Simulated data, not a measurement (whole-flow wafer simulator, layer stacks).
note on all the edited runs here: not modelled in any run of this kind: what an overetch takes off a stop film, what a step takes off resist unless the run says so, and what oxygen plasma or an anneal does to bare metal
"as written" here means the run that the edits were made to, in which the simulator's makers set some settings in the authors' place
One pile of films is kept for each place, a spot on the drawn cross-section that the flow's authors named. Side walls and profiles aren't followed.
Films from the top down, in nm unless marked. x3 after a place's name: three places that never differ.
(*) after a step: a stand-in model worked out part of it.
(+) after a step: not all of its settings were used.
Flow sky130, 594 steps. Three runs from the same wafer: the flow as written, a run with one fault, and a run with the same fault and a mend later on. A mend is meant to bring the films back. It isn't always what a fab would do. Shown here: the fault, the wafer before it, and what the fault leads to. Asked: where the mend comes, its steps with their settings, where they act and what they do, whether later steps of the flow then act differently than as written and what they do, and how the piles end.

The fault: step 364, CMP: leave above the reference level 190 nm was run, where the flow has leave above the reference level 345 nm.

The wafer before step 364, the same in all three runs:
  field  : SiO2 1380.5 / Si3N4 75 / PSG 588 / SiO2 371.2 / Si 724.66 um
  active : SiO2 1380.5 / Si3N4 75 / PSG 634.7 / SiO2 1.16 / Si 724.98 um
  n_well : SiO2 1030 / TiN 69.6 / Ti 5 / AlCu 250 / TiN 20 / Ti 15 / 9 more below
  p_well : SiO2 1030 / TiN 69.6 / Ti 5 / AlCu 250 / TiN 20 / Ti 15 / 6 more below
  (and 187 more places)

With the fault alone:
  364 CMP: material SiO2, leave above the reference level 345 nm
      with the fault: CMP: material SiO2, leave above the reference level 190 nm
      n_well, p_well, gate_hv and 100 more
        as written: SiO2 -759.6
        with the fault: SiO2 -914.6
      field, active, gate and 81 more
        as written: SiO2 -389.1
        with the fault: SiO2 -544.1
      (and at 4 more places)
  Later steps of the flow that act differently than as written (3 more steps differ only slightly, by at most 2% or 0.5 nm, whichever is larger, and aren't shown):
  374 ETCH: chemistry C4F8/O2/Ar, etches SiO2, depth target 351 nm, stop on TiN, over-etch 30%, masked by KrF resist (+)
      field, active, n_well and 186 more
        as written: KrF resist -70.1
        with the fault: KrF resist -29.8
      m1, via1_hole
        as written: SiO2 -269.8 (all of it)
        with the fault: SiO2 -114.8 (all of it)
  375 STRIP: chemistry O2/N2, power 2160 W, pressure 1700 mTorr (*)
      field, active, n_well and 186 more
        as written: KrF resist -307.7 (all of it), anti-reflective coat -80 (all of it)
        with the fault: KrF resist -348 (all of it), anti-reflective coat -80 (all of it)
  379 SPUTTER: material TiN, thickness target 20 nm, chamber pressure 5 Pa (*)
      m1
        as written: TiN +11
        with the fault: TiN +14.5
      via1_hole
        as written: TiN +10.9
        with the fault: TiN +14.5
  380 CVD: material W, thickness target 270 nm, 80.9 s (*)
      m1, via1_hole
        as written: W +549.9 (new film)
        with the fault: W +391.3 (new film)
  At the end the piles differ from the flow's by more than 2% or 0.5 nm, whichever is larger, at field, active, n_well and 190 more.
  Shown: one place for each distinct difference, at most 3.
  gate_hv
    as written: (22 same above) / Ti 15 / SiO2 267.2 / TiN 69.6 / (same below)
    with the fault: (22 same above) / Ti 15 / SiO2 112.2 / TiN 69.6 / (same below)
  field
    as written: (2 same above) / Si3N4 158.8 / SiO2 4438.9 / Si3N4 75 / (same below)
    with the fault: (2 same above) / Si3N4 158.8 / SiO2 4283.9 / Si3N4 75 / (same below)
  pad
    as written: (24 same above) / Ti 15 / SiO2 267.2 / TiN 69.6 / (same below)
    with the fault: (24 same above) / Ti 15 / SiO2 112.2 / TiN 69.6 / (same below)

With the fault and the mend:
  The mend comes after step 364.
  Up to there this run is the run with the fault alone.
  364a HDPCVD: thickness target 155 nm (*) (the flow's step 363 once more, with other settings)
      field, active, n_well and 188 more
        SiO2 +155
  No later step of the flow acts differently than as written, at any place that is followed, by more than 2% or 0.5 nm, whichever is larger.
  At the end the piles are the same as the flow's at every place that both follow.
